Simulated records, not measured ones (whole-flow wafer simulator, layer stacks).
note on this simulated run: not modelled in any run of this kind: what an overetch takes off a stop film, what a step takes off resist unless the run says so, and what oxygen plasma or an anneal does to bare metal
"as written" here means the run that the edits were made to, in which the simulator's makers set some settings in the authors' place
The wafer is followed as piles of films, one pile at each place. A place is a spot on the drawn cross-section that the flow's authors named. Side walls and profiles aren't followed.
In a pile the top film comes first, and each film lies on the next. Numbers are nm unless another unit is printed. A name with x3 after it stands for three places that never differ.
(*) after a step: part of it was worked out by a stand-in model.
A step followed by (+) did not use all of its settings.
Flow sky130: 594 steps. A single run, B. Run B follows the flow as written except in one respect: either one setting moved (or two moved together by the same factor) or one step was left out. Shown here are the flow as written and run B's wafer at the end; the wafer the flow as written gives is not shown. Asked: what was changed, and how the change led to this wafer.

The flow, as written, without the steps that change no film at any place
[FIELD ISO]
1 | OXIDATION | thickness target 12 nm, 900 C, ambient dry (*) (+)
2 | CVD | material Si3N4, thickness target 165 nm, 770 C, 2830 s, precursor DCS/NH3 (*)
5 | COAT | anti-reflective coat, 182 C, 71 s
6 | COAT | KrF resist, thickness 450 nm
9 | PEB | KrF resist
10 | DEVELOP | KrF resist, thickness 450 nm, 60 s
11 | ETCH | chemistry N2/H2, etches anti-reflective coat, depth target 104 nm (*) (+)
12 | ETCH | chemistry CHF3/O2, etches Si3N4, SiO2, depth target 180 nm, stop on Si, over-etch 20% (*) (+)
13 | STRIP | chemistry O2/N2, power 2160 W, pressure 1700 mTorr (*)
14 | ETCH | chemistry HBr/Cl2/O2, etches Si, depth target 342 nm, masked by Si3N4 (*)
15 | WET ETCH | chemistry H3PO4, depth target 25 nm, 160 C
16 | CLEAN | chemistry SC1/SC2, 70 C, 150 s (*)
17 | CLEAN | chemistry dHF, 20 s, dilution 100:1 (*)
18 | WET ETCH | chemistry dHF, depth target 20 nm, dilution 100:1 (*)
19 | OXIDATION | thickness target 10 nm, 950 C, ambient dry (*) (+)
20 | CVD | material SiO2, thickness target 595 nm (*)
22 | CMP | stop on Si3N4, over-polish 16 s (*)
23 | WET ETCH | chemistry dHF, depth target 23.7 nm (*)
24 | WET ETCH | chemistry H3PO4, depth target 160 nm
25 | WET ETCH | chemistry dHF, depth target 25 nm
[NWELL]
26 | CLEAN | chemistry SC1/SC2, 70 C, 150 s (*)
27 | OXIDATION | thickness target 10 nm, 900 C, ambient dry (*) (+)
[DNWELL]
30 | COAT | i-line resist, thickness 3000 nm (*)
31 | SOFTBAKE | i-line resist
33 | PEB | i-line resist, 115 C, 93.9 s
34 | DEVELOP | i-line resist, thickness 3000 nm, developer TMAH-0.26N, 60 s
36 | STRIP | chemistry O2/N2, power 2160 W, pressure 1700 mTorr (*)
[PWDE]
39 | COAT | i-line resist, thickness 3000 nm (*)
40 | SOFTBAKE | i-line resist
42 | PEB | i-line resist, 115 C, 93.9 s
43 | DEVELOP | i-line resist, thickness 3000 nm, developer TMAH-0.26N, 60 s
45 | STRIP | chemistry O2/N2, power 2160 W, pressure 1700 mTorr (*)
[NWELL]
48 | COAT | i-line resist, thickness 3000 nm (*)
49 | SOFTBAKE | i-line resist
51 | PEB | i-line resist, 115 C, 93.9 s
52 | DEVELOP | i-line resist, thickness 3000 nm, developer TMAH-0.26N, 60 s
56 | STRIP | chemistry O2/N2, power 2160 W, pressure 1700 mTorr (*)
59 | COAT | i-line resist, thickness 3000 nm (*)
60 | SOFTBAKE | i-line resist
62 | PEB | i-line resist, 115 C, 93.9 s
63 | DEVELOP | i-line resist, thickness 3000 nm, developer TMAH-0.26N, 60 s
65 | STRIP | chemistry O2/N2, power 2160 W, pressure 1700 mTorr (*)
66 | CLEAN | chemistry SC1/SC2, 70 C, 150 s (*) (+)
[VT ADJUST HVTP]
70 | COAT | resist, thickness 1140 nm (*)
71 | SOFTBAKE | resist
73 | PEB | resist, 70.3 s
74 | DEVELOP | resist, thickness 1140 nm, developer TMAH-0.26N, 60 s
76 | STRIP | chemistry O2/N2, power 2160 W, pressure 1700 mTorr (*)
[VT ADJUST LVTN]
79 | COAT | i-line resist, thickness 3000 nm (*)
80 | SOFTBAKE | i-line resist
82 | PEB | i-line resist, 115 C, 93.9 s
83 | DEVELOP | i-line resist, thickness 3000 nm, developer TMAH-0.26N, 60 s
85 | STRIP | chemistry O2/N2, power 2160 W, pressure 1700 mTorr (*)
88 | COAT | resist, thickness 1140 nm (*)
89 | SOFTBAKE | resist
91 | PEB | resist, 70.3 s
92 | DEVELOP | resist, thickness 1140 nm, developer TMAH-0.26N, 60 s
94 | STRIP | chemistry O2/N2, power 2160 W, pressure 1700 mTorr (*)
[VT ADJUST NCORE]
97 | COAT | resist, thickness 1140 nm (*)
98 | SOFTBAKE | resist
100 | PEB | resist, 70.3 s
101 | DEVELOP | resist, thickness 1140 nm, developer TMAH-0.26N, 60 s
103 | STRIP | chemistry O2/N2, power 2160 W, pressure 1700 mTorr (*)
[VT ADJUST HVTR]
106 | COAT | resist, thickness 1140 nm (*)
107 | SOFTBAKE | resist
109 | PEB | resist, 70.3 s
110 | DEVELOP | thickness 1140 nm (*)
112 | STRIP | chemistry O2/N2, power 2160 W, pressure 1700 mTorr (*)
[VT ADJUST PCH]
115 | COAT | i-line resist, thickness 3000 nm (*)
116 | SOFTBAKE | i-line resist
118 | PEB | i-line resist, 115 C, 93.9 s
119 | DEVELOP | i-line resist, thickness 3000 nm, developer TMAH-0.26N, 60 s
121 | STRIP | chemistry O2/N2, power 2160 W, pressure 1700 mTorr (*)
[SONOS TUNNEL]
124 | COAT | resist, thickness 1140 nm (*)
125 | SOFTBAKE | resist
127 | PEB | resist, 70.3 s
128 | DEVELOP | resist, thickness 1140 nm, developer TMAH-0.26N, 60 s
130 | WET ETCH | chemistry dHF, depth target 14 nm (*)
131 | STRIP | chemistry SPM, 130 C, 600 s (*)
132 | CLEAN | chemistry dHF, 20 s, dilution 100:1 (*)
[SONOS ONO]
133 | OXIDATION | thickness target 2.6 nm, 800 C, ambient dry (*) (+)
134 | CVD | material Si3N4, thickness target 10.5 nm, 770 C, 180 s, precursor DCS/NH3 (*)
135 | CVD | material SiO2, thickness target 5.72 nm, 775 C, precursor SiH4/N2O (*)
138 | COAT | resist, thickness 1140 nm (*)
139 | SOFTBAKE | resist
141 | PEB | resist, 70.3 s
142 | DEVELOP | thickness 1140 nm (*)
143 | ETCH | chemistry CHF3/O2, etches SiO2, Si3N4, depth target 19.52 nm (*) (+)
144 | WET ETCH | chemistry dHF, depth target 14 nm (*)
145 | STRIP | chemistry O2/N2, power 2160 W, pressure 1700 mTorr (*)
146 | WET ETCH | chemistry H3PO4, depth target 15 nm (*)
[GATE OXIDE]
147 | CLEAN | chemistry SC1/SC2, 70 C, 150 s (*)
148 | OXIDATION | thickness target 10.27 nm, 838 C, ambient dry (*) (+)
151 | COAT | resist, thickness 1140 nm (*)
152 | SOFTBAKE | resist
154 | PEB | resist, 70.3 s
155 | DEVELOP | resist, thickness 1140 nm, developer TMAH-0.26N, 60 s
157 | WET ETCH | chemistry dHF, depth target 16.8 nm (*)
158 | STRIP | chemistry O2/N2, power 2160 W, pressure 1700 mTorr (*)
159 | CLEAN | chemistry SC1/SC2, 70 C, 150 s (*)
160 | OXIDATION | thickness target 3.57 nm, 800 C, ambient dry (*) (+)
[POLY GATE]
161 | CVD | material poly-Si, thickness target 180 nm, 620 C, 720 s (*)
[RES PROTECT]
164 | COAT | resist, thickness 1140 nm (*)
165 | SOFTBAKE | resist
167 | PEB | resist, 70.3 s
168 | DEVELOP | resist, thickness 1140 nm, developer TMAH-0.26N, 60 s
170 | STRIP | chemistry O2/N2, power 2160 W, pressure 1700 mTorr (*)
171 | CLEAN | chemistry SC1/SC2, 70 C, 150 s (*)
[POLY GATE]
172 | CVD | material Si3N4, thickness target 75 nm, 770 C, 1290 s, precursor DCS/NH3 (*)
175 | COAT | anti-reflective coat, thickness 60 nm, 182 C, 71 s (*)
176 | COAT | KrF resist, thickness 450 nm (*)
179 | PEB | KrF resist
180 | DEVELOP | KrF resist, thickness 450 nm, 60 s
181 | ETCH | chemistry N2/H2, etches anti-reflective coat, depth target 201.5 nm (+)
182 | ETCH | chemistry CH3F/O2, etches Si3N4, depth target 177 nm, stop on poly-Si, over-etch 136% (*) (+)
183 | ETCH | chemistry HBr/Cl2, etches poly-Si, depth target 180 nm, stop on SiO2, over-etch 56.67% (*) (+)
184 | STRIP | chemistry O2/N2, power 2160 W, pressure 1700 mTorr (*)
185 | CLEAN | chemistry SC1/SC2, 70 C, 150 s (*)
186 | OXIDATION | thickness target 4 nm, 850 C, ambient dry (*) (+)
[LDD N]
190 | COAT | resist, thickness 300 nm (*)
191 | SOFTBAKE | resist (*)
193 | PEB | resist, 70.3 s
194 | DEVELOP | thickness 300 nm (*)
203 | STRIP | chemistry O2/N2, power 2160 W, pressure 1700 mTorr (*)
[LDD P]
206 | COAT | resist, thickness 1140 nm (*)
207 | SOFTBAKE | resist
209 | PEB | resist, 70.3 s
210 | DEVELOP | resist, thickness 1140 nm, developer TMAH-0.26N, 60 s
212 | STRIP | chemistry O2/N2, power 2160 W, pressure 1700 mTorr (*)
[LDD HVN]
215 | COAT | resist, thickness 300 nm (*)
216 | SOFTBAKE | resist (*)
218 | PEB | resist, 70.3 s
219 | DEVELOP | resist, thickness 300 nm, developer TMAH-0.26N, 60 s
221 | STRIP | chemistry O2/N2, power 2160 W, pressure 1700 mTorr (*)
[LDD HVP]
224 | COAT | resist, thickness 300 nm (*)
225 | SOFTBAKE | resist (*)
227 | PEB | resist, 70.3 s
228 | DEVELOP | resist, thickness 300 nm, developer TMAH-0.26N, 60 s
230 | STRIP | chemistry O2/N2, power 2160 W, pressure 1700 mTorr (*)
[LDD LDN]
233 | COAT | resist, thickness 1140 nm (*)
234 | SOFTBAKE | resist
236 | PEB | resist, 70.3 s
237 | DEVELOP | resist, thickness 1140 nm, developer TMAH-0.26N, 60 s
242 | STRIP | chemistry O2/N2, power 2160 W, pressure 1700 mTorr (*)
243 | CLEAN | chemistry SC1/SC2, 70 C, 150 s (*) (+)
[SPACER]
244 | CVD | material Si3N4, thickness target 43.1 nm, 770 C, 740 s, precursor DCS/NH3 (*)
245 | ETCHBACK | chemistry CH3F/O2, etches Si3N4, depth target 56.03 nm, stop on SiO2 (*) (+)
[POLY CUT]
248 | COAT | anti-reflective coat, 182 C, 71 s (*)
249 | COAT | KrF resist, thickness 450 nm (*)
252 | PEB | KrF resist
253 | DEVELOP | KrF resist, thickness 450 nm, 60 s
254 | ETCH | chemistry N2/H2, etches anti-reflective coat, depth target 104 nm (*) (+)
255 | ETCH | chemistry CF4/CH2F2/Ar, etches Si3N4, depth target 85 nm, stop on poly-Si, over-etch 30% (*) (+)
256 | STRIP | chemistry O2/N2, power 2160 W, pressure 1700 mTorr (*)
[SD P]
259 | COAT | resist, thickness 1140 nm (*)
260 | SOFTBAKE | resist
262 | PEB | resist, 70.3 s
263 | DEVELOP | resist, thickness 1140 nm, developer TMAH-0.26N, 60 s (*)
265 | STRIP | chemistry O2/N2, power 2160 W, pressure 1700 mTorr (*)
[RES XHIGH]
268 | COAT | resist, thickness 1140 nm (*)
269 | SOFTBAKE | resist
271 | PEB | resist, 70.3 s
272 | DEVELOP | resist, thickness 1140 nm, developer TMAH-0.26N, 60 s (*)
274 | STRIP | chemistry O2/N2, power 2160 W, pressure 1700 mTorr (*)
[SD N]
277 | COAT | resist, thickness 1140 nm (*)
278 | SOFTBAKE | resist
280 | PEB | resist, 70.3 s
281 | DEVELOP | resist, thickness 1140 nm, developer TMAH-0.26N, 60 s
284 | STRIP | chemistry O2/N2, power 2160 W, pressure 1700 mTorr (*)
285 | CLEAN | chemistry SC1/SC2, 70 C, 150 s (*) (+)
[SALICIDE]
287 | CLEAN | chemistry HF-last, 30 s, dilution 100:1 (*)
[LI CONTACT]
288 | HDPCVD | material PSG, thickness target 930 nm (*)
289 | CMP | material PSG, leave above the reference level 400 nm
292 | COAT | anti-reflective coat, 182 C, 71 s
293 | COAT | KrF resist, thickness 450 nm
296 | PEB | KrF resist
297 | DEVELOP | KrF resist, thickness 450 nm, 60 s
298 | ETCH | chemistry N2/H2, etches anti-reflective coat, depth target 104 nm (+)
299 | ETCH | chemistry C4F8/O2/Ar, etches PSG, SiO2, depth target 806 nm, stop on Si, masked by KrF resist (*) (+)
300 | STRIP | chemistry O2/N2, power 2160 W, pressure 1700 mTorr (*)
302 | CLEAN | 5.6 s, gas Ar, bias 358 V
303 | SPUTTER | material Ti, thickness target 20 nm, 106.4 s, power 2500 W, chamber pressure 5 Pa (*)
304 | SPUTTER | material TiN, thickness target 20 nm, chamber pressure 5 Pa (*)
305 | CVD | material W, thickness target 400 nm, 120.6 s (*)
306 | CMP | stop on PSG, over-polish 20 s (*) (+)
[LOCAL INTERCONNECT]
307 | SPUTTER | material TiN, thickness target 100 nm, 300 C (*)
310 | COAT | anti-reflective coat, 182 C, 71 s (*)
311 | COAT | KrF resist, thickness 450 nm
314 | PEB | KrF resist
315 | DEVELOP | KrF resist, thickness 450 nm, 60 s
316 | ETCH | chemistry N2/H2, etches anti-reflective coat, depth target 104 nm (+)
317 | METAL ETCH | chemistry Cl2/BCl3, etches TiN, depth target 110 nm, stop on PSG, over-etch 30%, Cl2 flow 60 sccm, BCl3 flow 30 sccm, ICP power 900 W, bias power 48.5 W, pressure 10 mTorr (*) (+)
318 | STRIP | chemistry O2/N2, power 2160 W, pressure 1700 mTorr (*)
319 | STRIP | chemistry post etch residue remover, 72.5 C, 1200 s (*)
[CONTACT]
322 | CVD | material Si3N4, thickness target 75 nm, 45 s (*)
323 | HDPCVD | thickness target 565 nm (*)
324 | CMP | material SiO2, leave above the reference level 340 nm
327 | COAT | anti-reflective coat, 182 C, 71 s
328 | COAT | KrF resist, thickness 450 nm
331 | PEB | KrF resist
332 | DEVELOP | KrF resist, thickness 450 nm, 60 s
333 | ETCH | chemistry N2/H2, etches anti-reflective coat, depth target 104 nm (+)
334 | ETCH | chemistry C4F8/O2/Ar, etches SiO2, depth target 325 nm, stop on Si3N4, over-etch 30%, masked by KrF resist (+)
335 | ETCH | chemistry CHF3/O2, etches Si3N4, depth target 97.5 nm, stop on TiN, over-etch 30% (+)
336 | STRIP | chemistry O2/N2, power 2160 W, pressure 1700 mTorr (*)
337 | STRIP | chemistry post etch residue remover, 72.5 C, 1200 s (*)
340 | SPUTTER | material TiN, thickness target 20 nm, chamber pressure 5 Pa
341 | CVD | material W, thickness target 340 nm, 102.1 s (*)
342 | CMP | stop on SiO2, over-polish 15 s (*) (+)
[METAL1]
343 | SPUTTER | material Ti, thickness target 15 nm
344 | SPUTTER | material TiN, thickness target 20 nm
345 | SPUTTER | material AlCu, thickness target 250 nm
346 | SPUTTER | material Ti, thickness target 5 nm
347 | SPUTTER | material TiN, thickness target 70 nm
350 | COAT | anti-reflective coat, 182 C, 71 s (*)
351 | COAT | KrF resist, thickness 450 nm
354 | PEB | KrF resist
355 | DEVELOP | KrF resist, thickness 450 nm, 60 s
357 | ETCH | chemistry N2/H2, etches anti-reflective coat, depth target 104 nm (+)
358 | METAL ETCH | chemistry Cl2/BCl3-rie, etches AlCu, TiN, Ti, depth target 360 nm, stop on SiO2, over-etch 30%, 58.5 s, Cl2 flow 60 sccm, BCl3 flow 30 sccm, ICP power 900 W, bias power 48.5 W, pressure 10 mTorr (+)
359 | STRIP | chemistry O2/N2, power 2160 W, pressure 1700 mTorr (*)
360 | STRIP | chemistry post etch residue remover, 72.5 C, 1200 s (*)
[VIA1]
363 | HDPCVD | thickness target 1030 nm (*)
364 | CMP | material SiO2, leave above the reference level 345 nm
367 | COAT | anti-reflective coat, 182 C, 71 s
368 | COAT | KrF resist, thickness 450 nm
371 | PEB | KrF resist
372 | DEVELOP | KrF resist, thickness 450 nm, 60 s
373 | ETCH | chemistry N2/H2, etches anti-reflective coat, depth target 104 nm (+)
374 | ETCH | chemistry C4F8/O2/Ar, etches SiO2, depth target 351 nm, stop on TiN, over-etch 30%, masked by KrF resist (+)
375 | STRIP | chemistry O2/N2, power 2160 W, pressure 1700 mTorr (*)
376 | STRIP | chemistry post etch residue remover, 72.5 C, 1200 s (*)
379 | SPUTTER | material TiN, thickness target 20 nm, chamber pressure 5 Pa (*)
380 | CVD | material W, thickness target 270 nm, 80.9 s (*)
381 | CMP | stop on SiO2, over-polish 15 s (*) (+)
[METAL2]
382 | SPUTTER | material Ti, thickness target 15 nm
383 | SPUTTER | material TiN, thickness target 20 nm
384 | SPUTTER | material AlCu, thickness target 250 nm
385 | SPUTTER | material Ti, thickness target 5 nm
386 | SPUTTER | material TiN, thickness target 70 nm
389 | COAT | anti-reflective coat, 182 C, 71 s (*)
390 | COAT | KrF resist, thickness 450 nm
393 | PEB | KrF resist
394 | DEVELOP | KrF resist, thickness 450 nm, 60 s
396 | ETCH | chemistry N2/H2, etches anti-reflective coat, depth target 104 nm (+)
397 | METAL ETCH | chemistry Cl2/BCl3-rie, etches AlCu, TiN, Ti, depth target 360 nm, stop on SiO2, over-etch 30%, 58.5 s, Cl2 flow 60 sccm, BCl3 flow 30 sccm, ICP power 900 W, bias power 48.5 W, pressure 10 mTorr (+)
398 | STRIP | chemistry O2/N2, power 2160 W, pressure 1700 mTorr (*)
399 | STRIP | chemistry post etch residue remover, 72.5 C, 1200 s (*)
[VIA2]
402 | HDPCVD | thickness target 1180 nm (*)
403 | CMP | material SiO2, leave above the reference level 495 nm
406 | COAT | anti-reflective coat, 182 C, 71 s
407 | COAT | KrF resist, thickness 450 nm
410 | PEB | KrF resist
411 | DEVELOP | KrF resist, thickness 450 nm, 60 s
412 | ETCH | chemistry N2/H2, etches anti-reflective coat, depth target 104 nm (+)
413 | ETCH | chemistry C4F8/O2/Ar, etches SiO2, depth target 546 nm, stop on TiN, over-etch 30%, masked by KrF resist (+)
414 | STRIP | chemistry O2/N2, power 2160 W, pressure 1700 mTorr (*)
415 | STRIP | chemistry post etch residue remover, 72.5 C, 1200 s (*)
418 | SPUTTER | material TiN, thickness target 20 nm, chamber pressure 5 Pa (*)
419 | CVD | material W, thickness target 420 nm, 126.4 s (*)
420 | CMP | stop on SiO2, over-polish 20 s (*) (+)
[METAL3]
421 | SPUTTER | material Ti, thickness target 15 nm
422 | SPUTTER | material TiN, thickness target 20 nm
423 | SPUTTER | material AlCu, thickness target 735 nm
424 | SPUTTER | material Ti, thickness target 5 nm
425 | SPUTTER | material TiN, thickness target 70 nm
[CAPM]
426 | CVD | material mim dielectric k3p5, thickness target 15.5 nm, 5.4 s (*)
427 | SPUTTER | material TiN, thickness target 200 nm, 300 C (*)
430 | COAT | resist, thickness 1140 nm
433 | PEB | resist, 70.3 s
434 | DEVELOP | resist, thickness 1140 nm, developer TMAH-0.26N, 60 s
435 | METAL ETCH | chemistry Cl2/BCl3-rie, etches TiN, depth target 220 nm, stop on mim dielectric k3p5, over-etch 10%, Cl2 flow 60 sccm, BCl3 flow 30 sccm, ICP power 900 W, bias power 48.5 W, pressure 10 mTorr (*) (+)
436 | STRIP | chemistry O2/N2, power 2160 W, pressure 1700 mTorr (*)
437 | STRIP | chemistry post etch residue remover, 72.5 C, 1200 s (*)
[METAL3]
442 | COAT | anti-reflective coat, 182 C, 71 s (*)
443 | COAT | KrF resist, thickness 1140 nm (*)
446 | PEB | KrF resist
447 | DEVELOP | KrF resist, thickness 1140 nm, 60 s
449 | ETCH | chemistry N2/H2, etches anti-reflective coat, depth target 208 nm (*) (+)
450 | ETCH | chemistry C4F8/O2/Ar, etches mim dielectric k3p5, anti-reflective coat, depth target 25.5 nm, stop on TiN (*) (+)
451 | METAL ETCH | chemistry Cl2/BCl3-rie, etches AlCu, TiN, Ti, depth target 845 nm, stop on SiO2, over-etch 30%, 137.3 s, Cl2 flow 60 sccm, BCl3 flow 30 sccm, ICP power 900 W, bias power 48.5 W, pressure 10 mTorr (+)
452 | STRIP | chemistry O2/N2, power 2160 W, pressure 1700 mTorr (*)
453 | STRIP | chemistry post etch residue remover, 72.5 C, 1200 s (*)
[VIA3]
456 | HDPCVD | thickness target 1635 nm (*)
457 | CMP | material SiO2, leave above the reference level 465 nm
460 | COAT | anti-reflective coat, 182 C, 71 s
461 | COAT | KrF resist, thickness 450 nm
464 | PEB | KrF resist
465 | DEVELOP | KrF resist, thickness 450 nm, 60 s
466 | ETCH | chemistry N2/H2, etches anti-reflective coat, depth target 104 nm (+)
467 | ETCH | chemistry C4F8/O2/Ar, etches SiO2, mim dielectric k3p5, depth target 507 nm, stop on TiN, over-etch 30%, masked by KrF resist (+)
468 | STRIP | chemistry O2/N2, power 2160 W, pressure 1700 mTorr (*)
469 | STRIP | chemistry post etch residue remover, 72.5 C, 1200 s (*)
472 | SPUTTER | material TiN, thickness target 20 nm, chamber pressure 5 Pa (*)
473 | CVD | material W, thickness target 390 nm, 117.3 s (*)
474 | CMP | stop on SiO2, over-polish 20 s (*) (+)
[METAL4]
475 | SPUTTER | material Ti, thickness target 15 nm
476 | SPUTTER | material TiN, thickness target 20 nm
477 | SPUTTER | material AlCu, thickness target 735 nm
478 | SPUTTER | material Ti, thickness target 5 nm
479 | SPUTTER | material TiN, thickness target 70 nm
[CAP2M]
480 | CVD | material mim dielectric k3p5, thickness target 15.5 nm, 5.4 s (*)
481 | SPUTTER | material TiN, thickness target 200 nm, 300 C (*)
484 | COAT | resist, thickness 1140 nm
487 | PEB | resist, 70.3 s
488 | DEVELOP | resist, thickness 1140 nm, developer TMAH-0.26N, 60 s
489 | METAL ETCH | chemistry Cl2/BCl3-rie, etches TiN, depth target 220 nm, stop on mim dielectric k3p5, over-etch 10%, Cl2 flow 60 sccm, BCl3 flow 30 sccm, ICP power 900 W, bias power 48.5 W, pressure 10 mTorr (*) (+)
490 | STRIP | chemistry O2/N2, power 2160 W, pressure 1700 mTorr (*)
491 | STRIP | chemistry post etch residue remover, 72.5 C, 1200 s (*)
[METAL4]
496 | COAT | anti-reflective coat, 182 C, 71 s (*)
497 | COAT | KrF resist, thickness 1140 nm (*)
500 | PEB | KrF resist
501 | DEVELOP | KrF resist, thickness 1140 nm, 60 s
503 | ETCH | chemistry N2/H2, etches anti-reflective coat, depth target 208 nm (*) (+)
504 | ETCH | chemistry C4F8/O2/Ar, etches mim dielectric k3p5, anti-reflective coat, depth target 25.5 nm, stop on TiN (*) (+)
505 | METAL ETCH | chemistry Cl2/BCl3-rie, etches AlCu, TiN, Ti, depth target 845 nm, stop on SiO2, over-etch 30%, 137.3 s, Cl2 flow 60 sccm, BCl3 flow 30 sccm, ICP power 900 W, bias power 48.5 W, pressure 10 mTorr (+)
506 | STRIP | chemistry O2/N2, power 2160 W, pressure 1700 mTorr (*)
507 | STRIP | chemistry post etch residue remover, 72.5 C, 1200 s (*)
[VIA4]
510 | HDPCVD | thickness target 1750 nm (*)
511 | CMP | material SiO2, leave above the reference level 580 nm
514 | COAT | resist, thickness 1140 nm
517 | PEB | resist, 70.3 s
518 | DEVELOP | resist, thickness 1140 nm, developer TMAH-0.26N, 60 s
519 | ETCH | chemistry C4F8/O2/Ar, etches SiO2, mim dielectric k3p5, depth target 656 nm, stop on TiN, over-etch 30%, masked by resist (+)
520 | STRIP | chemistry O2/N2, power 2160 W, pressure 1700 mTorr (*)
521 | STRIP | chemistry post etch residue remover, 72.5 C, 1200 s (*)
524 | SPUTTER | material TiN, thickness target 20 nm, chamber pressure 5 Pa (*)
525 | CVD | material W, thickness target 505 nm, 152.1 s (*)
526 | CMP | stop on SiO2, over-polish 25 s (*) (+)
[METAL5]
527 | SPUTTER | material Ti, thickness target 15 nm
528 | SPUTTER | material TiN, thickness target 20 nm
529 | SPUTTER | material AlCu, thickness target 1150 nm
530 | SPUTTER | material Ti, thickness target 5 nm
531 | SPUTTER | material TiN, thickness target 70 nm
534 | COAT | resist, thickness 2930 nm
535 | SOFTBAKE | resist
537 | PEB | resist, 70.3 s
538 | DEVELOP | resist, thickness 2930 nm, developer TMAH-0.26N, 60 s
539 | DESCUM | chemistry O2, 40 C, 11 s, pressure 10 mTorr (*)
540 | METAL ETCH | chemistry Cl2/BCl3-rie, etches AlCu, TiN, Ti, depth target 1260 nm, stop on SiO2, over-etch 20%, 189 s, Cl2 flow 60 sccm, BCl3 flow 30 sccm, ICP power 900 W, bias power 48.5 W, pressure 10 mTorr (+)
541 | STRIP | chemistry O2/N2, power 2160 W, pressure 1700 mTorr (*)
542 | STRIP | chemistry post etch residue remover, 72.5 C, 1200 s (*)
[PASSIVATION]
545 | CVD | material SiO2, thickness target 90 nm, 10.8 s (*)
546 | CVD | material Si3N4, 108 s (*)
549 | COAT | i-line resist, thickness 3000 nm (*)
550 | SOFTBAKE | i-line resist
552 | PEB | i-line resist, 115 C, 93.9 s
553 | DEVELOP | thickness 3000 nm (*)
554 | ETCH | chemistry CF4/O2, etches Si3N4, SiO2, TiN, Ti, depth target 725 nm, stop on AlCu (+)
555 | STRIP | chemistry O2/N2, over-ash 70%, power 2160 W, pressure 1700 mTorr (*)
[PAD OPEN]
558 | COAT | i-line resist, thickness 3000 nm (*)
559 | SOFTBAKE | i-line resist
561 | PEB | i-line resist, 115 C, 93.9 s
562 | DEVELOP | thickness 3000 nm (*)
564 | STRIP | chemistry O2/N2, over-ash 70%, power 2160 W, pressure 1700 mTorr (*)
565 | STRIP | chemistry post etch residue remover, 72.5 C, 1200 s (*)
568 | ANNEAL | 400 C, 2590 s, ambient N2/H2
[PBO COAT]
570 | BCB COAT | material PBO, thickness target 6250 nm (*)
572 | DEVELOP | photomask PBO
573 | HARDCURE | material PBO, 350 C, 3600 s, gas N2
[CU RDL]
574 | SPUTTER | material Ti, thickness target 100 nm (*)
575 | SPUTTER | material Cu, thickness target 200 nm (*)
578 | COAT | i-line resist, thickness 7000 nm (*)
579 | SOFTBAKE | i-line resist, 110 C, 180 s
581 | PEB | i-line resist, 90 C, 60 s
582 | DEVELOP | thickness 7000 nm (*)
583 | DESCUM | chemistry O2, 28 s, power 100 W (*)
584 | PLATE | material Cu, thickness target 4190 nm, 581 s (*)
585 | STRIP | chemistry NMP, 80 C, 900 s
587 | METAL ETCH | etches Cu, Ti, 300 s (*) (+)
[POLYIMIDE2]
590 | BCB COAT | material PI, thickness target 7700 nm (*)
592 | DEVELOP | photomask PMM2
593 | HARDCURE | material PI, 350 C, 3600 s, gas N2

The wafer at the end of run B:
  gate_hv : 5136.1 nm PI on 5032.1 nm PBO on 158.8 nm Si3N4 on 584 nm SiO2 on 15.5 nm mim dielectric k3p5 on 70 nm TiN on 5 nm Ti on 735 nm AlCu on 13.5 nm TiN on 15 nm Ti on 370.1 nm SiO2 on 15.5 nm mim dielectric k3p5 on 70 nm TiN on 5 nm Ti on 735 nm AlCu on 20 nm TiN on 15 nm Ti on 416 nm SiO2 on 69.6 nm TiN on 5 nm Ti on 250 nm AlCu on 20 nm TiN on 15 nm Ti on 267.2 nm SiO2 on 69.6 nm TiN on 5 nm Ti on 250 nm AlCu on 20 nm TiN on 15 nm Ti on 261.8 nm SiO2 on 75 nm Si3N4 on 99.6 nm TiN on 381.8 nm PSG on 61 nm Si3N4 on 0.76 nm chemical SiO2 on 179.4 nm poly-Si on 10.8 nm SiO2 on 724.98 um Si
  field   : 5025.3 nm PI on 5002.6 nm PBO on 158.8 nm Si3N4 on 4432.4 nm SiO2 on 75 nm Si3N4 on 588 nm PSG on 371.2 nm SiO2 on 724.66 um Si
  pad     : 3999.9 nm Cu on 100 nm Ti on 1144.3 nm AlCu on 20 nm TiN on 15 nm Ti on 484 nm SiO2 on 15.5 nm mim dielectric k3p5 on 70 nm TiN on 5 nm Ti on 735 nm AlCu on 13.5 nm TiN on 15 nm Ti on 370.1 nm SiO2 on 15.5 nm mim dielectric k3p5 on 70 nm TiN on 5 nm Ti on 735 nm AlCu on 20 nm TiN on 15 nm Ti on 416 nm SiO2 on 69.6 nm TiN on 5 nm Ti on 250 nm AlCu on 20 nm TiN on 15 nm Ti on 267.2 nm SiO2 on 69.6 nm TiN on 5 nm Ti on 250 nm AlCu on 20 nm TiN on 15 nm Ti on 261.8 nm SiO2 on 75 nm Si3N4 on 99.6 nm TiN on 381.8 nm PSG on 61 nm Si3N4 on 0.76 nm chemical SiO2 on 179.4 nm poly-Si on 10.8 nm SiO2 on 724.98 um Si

What caused this: step 476, SPUTTER: thickness target 13.5 nm was run, whereas the flow has thickness target 20 nm.
One can read it off the wafer: gate_hv has TiN 13.5, and step 476 as written asks for 20 nm.

How this came from the change, step by step:
  476 | SPUTTER | material TiN, thickness target 20 nm
      field, active, n_well and 189 more: TiN gains 13.5 (new film) (it would be, as written: TiN gains 20 (new film))
  505 | METAL ETCH | chemistry Cl2/BCl3-rie, etches AlCu, TiN, Ti, depth target 845 nm, stop on SiO2, over-etch 30%, 137.3 s, Cl2 flow 60 sccm, BCl3 flow 30 sccm, ICP power 900 W, bias power 48.5 W, pressure 10 mTorr (+)
      field, gate, spacer and 68 more: TiN loses 70 (all of it), Ti loses 5 (all of it), AlCu loses 735 (all of it), TiN loses 13.5 (all of it), Ti loses 15 (all of it), SiO2 loses 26 (it would be, as written: TiN loses 70 (all of it), Ti loses 5 (all of it), AlCu loses 735 (all of it), TiN loses 20 (all of it), Ti loses 15 (all of it), SiO2 loses 25.4)
      active, vpp_iso1, mim_edge_plate and 14 more: TiN loses 70 (all of it), Ti loses 5 (all of it), AlCu loses 735 (all of it), TiN loses 13.5 (all of it), Ti loses 15 (all of it), SiO2 loses 26 (it would be, as written: TiN loses 70 (all of it), Ti loses 5 (all of it), AlCu loses 735 (all of it), TiN loses 20 (all of it), Ti loses 15 (all of it), SiO2 loses 25.3)
